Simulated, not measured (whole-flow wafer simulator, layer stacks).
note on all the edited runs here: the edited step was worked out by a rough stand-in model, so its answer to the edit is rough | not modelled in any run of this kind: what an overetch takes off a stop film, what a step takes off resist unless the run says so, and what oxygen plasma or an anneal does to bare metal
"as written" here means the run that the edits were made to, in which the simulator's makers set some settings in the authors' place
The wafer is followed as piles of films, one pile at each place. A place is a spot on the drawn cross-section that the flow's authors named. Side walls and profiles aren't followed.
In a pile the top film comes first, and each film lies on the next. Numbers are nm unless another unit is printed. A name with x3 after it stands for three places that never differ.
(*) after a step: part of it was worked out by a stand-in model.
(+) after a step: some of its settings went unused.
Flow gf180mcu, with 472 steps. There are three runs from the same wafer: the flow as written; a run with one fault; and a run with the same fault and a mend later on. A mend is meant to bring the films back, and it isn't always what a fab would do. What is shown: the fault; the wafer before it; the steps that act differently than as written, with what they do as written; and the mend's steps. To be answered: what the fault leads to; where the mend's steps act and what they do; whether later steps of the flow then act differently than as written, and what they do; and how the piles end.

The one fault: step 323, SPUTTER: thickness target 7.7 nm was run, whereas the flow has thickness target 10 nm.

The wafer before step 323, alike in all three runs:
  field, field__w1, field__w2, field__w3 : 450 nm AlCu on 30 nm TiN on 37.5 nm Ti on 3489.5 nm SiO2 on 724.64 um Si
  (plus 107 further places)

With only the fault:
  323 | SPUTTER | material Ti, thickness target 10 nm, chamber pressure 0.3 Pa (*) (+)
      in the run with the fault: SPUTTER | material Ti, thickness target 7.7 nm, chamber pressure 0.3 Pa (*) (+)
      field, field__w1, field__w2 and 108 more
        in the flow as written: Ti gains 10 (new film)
        in the run with the fault: Ti gains 7.7 (new film)
  Steps further on in the flow that do not act as written (not shown: 4 more steps that differ only slightly, by at most 2% or 0.5 nm, whichever is larger):
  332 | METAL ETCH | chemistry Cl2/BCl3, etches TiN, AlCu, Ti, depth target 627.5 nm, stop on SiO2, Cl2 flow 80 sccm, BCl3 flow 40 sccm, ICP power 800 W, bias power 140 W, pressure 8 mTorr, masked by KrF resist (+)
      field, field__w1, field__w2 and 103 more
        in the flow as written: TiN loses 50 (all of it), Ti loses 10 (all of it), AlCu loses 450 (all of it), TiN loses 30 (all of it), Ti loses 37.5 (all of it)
        in the run with the fault: TiN loses 50 (all of it), Ti loses 7.7 (all of it), AlCu loses 450 (all of it), TiN loses 30 (all of it), Ti loses 37.5 (all of it)
  At field__w8, contact, m1, m1__w1, m1_nw, the piles at the end differ from the flow's by more than 2% or 0.5 nm, whichever is larger.
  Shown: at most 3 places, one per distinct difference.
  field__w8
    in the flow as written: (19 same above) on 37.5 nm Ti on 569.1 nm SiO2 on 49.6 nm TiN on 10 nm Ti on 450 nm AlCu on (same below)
    in the run with the fault: (19 same above) on 37.5 nm Ti on 571.4 nm SiO2 on 49.6 nm TiN on 7.7 nm Ti on 450 nm AlCu on (same below)
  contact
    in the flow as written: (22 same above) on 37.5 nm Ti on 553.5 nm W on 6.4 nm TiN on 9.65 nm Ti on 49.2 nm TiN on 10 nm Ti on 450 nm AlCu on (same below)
    in the run with the fault: (22 same above) on 37.5 nm Ti on 555.8 nm W on 6.4 nm TiN on 9.64 nm Ti on 49.2 nm TiN on 7.7 nm Ti on 450 nm AlCu on (same below)

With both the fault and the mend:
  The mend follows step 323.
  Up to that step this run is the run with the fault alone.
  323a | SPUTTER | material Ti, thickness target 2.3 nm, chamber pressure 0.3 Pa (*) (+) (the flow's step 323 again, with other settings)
      field, field__w1, field__w2 and 108 more
        Ti gains 2.3
  Later steps of the flow that are run all act as written at every place that is followed.
  The piles end the same as the flow's at every place that both follow.
